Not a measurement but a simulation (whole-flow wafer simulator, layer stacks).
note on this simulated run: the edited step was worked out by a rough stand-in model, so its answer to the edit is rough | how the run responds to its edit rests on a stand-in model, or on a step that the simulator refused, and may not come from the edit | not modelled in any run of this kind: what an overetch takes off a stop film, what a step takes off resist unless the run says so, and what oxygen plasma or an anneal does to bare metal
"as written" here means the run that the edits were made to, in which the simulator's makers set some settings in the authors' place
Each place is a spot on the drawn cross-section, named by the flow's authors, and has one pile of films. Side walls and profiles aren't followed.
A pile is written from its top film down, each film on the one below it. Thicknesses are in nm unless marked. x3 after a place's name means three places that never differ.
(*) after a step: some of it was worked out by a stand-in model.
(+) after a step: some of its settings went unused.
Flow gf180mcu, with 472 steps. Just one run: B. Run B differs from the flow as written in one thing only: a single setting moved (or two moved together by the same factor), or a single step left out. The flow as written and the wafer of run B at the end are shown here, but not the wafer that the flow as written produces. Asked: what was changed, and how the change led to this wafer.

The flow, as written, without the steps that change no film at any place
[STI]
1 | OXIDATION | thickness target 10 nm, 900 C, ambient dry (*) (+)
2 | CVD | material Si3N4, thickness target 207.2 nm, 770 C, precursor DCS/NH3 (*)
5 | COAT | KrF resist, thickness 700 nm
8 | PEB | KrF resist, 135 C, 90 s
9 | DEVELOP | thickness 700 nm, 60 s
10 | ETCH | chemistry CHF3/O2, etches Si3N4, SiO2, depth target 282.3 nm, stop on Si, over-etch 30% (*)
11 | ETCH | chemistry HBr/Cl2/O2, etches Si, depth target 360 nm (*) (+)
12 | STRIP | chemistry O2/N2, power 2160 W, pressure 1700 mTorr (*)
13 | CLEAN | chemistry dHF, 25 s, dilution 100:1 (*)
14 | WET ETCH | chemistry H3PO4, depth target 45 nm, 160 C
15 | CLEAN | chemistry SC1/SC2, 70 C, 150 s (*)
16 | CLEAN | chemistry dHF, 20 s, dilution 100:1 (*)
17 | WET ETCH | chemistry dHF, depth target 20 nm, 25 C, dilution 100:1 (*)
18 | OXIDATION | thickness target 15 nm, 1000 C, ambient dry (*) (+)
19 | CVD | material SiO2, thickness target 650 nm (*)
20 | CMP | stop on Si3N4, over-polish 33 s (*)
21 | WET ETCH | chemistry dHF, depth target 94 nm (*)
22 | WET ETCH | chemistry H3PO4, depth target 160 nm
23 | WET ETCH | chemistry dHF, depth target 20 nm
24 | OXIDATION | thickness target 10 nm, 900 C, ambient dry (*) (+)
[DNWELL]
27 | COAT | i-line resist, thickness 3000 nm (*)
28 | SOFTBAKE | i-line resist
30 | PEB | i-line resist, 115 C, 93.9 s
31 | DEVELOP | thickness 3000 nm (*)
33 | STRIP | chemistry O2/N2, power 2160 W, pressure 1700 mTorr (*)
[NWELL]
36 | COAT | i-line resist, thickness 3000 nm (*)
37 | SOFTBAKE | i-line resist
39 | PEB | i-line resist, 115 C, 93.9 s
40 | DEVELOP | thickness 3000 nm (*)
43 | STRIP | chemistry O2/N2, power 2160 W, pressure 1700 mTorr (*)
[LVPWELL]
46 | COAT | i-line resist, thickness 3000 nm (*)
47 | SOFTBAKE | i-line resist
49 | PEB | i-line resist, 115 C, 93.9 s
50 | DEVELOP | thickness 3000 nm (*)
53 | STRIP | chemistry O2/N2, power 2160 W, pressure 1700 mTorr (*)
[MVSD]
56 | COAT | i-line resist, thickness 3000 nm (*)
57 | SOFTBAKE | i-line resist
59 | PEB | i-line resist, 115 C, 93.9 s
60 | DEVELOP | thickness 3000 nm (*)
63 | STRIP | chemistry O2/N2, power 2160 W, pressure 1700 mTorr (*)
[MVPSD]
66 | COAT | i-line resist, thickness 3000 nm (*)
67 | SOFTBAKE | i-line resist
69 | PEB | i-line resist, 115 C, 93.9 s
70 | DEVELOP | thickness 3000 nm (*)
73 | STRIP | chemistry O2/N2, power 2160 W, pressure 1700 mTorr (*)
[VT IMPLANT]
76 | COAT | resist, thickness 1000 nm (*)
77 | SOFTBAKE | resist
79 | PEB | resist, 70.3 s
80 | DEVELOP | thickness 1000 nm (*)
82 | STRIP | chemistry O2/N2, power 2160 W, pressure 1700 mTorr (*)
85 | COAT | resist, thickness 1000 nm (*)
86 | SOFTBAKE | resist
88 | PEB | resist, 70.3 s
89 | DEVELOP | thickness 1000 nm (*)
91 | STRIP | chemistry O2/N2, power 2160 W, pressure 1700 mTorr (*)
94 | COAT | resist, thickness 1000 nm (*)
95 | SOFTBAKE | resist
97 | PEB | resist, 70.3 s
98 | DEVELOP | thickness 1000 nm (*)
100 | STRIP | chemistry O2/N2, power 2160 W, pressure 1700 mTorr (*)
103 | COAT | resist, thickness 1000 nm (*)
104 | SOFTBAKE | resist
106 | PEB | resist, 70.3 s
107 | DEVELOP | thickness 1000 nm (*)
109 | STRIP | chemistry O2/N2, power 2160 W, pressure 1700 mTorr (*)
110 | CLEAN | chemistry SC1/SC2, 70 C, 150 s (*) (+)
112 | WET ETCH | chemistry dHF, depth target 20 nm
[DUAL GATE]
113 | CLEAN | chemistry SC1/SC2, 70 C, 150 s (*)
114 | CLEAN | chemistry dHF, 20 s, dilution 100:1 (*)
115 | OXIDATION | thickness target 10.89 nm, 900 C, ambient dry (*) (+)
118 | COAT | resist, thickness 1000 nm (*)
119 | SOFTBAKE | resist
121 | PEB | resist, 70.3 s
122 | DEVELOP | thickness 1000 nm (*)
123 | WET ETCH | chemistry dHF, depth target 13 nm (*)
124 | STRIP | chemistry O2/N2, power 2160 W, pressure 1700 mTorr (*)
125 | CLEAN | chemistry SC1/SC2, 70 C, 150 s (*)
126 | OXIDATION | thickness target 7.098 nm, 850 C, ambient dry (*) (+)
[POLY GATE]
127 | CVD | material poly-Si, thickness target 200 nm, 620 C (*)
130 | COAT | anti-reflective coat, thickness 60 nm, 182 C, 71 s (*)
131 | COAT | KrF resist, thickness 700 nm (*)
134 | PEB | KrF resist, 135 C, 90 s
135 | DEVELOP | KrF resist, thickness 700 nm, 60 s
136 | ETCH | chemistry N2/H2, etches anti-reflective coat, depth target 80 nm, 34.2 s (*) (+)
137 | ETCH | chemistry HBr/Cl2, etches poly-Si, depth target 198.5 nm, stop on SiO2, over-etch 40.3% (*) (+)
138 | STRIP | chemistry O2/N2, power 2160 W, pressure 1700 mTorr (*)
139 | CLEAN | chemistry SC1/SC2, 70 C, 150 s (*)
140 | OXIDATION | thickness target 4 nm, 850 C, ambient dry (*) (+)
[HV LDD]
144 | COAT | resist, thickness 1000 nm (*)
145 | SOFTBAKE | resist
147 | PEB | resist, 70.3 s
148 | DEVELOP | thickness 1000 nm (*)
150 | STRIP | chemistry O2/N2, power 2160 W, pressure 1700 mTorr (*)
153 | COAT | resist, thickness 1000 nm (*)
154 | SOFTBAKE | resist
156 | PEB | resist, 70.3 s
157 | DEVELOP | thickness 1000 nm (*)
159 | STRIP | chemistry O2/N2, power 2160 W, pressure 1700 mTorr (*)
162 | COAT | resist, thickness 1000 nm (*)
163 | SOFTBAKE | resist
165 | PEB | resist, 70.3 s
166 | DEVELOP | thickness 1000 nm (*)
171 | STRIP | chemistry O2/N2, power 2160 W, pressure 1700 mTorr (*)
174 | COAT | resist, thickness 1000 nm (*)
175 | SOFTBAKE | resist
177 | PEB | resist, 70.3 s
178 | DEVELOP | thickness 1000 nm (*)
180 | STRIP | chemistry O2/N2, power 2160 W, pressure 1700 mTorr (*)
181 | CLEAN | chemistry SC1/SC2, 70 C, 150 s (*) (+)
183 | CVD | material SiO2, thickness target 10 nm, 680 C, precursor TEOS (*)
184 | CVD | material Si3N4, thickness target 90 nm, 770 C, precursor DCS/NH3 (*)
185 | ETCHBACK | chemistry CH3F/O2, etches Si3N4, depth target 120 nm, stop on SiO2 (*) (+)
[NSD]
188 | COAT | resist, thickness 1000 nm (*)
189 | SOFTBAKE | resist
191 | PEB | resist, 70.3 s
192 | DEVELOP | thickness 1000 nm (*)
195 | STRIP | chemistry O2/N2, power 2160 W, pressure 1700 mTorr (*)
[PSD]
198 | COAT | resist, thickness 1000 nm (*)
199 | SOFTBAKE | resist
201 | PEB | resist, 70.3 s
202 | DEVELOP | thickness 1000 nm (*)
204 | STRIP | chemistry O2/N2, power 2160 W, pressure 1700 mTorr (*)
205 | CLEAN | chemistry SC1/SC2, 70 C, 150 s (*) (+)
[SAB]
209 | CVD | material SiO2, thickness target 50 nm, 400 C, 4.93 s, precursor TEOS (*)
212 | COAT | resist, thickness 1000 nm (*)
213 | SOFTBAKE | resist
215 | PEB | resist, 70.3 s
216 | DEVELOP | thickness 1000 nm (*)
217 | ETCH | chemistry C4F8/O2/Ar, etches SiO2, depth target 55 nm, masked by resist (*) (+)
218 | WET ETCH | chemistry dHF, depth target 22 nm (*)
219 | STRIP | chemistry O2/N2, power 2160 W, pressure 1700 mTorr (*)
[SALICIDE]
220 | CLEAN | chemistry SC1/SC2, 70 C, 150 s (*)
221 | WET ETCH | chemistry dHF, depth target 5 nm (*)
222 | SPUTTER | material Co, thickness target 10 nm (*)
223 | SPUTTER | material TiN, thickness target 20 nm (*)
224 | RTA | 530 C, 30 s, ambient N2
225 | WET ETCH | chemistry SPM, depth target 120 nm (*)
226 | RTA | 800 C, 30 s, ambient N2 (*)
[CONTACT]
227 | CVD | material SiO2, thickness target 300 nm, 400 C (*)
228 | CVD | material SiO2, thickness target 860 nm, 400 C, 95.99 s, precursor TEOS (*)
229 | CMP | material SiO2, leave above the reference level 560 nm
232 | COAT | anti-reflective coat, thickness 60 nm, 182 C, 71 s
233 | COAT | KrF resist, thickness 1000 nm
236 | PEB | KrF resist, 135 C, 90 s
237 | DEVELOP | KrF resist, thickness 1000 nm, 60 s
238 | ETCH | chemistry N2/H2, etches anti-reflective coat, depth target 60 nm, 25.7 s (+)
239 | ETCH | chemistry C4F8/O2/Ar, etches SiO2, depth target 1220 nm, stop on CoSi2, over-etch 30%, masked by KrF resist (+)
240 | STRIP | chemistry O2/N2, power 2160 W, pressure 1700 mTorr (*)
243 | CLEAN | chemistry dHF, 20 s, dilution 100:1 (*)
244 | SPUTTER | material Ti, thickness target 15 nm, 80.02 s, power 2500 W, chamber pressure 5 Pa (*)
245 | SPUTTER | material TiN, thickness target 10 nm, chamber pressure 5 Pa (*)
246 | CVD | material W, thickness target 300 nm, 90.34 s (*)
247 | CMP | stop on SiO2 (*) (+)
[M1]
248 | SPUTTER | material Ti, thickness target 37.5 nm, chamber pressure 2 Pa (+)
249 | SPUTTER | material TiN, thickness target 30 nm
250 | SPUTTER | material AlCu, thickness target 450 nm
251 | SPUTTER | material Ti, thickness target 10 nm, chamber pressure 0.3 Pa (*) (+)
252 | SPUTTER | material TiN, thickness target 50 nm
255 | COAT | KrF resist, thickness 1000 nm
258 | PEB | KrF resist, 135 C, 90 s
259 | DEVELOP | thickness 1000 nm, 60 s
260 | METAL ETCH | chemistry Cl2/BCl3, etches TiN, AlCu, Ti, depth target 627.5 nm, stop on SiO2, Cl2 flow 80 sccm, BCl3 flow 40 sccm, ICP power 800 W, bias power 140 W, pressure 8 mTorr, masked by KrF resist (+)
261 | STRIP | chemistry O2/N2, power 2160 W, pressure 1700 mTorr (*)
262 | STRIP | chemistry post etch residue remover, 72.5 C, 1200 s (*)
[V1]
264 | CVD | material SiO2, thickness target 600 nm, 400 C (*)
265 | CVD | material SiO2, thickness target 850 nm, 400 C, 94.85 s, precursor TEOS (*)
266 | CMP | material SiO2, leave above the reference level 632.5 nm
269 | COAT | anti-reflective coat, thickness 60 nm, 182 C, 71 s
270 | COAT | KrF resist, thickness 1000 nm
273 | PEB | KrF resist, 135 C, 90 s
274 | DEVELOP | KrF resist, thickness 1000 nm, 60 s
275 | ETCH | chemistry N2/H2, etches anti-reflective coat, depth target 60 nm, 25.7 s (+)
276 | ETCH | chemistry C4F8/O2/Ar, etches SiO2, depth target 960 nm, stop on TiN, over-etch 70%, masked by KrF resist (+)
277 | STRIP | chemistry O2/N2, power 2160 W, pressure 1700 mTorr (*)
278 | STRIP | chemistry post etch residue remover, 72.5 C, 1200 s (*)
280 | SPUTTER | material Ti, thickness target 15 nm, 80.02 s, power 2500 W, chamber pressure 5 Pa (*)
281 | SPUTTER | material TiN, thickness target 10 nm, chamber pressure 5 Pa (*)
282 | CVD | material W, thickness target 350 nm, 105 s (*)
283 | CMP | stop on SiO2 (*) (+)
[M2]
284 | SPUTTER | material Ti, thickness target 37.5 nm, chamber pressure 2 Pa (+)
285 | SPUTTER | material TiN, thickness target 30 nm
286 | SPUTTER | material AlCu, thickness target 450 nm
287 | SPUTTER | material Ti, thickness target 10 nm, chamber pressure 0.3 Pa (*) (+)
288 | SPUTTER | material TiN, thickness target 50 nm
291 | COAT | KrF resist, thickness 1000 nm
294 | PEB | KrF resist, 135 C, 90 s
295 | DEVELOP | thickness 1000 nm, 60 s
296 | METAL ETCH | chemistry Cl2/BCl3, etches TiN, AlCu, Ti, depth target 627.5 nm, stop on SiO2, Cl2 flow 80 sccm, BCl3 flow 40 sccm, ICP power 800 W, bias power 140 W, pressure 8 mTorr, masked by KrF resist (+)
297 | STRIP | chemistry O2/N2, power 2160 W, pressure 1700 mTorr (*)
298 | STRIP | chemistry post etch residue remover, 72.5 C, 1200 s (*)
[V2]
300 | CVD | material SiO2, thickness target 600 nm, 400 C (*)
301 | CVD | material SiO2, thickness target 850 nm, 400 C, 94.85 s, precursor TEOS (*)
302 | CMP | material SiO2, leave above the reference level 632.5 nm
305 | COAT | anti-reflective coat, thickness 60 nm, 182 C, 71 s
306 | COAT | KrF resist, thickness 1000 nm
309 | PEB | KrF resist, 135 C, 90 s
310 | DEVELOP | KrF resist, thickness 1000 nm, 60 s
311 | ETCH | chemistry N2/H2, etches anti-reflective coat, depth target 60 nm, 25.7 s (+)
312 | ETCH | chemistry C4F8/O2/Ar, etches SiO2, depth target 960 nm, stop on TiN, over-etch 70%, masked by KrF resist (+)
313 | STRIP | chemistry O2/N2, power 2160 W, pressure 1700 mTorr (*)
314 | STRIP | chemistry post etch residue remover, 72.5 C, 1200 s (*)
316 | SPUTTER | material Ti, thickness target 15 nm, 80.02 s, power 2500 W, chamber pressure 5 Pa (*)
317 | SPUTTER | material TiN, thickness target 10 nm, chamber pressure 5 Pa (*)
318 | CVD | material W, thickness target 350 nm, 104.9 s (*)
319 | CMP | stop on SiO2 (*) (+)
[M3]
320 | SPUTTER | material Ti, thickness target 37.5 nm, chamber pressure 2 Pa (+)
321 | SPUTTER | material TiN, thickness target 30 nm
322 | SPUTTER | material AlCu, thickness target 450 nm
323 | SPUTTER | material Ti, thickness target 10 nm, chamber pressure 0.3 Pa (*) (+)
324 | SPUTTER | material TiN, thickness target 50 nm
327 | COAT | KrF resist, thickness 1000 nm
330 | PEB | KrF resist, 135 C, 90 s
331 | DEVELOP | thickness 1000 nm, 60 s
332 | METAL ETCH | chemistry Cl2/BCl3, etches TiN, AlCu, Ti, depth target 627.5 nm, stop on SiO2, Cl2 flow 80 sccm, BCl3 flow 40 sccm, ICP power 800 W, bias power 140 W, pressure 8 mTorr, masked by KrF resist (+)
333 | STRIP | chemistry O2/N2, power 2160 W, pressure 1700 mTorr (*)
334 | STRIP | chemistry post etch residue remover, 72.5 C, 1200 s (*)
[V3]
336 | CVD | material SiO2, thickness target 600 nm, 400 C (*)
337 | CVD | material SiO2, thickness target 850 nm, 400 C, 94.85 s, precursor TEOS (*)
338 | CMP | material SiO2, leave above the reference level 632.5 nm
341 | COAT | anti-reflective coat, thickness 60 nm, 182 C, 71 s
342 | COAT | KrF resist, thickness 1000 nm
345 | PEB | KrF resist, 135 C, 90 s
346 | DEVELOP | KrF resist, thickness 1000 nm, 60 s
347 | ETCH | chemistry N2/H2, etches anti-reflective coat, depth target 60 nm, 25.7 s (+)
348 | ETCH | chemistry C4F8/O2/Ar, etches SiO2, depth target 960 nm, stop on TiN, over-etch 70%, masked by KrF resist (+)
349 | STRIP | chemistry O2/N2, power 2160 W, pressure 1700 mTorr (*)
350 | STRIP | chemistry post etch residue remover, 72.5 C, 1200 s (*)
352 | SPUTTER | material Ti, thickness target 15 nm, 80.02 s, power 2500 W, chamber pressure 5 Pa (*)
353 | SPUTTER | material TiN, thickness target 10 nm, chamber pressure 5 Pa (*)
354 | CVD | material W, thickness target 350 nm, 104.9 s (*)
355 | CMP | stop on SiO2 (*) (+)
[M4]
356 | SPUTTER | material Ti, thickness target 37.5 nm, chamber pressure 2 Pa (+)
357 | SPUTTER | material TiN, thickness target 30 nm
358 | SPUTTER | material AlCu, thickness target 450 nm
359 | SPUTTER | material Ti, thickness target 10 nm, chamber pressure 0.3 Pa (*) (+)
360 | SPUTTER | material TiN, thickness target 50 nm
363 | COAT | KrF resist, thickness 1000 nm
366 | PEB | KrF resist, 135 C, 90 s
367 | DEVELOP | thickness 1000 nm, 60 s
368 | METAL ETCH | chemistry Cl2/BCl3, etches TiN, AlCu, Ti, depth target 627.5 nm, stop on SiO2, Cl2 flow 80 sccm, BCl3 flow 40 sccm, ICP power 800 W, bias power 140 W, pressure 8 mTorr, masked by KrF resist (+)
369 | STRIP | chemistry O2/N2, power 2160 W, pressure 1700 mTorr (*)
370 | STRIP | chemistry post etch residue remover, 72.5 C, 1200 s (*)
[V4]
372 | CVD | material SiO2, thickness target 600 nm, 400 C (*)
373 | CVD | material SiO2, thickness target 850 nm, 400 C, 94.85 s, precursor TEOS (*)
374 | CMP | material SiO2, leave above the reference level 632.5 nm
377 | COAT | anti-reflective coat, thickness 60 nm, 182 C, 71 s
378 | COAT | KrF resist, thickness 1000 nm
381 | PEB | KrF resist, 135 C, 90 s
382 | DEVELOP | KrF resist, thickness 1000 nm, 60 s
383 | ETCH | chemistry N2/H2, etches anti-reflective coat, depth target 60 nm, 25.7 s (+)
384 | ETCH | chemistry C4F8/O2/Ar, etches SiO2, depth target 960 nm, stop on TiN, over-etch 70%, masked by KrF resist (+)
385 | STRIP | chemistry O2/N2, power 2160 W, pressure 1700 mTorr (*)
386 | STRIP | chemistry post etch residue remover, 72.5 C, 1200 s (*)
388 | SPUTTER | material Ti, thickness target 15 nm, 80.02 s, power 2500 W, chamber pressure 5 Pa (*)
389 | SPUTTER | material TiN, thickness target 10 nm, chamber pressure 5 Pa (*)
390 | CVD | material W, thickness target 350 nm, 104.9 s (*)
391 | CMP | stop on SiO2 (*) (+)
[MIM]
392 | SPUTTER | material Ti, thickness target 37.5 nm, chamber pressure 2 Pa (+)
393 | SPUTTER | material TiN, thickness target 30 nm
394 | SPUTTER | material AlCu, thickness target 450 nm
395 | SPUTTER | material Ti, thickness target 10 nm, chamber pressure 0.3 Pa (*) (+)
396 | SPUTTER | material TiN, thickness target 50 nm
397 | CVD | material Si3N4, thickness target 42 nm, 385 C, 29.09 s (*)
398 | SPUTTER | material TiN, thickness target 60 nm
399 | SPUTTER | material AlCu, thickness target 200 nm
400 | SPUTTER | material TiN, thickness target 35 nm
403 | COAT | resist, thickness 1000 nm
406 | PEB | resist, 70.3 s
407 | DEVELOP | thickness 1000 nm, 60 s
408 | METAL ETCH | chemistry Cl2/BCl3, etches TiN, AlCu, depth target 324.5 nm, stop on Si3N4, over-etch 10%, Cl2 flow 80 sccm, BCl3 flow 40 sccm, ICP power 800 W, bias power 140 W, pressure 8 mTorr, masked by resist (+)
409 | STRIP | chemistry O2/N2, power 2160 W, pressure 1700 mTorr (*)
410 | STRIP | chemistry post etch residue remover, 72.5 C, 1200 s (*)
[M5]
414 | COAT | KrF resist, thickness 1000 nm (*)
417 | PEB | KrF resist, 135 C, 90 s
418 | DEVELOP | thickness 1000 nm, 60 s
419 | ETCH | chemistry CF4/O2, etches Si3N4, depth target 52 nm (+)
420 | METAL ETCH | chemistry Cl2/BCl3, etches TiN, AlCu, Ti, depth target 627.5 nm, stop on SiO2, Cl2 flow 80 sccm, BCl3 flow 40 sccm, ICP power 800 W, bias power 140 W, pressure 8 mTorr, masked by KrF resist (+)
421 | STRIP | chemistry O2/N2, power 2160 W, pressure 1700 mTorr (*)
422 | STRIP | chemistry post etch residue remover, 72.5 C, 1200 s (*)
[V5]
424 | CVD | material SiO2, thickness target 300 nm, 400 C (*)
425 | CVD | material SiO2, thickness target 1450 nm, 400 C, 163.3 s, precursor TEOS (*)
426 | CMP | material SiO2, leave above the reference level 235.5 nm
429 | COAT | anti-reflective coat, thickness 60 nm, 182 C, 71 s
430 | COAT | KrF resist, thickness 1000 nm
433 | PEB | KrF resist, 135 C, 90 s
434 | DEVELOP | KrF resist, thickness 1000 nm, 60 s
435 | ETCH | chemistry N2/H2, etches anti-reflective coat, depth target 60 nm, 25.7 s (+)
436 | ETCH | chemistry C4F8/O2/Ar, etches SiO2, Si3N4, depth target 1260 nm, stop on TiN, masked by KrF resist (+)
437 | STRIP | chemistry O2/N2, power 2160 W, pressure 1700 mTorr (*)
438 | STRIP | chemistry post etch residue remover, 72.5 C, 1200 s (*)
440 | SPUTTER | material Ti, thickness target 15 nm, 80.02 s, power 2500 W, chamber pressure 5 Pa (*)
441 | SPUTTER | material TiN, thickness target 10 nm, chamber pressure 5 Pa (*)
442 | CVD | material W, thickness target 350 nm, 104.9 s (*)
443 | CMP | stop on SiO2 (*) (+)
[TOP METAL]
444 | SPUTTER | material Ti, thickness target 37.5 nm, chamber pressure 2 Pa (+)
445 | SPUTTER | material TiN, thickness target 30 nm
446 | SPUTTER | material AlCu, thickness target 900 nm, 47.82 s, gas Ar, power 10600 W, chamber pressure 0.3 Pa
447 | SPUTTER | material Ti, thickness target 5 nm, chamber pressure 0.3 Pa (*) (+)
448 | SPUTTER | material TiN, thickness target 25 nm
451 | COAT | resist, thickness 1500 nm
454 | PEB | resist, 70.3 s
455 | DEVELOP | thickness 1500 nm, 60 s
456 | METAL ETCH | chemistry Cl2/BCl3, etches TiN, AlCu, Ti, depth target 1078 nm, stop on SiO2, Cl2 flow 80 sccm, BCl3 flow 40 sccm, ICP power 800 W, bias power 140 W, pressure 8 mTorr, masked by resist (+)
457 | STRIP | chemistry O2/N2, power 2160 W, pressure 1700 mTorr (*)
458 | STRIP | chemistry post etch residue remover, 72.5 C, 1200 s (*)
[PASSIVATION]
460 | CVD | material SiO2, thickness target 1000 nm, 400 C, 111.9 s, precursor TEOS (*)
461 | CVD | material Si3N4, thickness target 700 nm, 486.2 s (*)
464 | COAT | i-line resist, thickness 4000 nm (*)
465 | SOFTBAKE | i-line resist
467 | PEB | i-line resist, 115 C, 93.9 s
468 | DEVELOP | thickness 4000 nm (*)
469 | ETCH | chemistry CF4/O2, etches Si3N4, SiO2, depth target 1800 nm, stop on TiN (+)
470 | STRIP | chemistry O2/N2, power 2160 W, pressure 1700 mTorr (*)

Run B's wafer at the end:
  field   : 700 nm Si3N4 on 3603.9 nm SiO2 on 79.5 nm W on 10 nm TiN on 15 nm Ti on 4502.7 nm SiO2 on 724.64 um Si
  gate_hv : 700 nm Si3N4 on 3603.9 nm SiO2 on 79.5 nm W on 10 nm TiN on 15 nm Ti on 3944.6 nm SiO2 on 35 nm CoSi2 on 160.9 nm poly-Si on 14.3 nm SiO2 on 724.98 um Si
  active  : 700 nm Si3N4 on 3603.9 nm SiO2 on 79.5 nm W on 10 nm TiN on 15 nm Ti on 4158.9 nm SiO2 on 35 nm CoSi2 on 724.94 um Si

The reason: step 337, CVD: thickness target 404 nm was run, while the flow as written has thickness target 850 nm; step 337, CVD: 45.05 s was run, where the flow has 94.85 s.

The path from the change to this, step by step:
  337 | CVD | material SiO2, thickness target 850 nm, 400 C, 94.85 s, precursor TEOS (*)
      field, field__w1, field__w2 and 108 more: +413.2 SiO2 (in the flow as written it would be: +850 SiO2)
  338 | CMP | material SiO2, leave above the reference level 632.5 nm
      field, field__w1, field__w2 and 103 more: nothing (in the flow as written it would be: -300 SiO2)
      field__w8, contact, m1, m1__w1, m1_nw: -440.3 SiO2 (in the flow as written it would be: -877.1 SiO2)
  341 | COAT | anti-reflective coat, thickness 60 nm, 182 C, 71 s
      gate, gate_nat: +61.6 anti-reflective coat (new film) (in the flow as written it would be: +60 anti-reflective coat (new film))
      field: +115 anti-reflective coat (new film) (in the flow as written it would be: +60 anti-reflective coat (new film))
      (and at 19 other places as well)
  342 | COAT | KrF resist, thickness 1000 nm
      field: +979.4 KrF resist (new film) (in the flow as written it would be: +1000 KrF resist (new film))
      field__w1: +976.3 KrF resist (new film) (in the flow as written it would be: +1000 KrF resist (new film))
      (and at 12 other places as well)
  345 | PEB | KrF resist, 135 C, 90 s
      m1__w1, nw_sep_fld: -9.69 KrF resist (in the flow as written it would be: -10.5 KrF resist)
      contact: -9.44 KrF resist (in the flow as written it would be: -10.5 KrF resist)
      (and at 5 other places as well)
  346 | DEVELOP | KrF resist, thickness 1000 nm, 60 s
      contact: -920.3 KrF resist (all of it) (in the flow as written it would be: -989.5 KrF resist (all of it))
  347 | ETCH | chemistry N2/H2, etches anti-reflective coat, depth target 60 nm, 25.7 s (+)
      contact: -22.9 anti-reflective coat (all of it), -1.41 SiO2 (in the flow as written it would be: -60 anti-reflective coat (all of it), -0.46 SiO2)
  349 | STRIP | chemistry O2/N2, power 2160 W, pressure 1700 mTorr (*)
      field: -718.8 KrF resist (all of it), -115 anti-reflective coat (all of it) (in the flow as written it would be: -739.2 KrF resist (all of it), -60 anti-reflective coat (all of it))
      field__w1: -715.7 KrF resist (all of it), -87.1 anti-reflective coat (all of it) (in the flow as written it would be: -739.2 KrF resist (all of it), -60 anti-reflective coat (all of it))
      (and at 19 other places as well)
  352 | SPUTTER | material Ti, thickness target 15 nm, 80.02 s, power 2500 W, chamber pressure 5 Pa (*)
      contact: +10.5 Ti (new film) (in the flow as written it would be: +9.65 Ti (new film))
  353 | SPUTTER | material TiN, thickness target 10 nm, chamber pressure 5 Pa (*)
      contact: +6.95 TiN (new film) (in the flow as written it would be: +6.4 TiN (new film))
  354 | CVD | material W, thickness target 350 nm, 104.9 s (*)
      contact: +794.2 W (new film) (in the flow as written it would be: +932.3 W (new film))
  355 | CMP | stop on SiO2 (*) (+)
      field, field__w1, field__w2 and 103 more: -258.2 W (in the flow as written it would be: -350 W (all of it), -10 TiN (all of it), -15 Ti (all of it), -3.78 SiO2)
      field__w8, m1, m1__w1, m1_nw: -350 W (all of it), -10 TiN (all of it), -15 Ti (all of it), -20 SiO2 (in the flow as written it would be: -350 W (all of it), -10 TiN (all of it), -15 Ti (all of it), -3.78 SiO2)
      (and at 1 other place as well)
  368 | METAL ETCH | chemistry Cl2/BCl3, etches TiN, AlCu, Ti, depth target 627.5 nm, stop on SiO2, Cl2 flow 80 sccm, BCl3 flow 40 sccm, ICP power 800 W, bias power 140 W, pressure 8 mTorr, masked by KrF resist (+)
      field, field__w1, field__w2 and 103 more: -50 TiN (all of it), -10 Ti (all of it), -450 AlCu (all of it), -30 TiN (all of it), -37.5 Ti (all of it), -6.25 W (in the flow as written it would be: -50 TiN (all of it), -10 Ti (all of it), -450 AlCu (all of it), -30 TiN (all of it), -37.5 Ti (all of it))
  370 | STRIP | chemistry post etch residue remover, 72.5 C, 1200 s (*)
      field, field__w1, field__w2 and 103 more: -6.01 W (in the flow as written it would be: nothing)
  372 | CVD | material SiO2, thickness target 600 nm, 400 C (*)
      field, field__w1, field__w2 and 103 more: +600 SiO2 (new film) (in the flow as written it would be: +600 SiO2)
  374 | CMP | material SiO2, leave above the reference level 632.5 nm
      field, field__w1, field__w2 and 103 more: -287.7 SiO2 (in the flow as written it would be: -300 SiO2)
Taking metal films that touch as one body, field has 1 body; the flow as written gives 0 bodies.
Taking metal films that touch as one body, gate_hv has 2 bodies (between them, from the top down: SiO2 3944.6); the flow as written gives 1 body.
Taking metal films that touch as one body, active has 2 bodies (between them, from the top down: SiO2 4158.9); the flow as written gives 1 body.
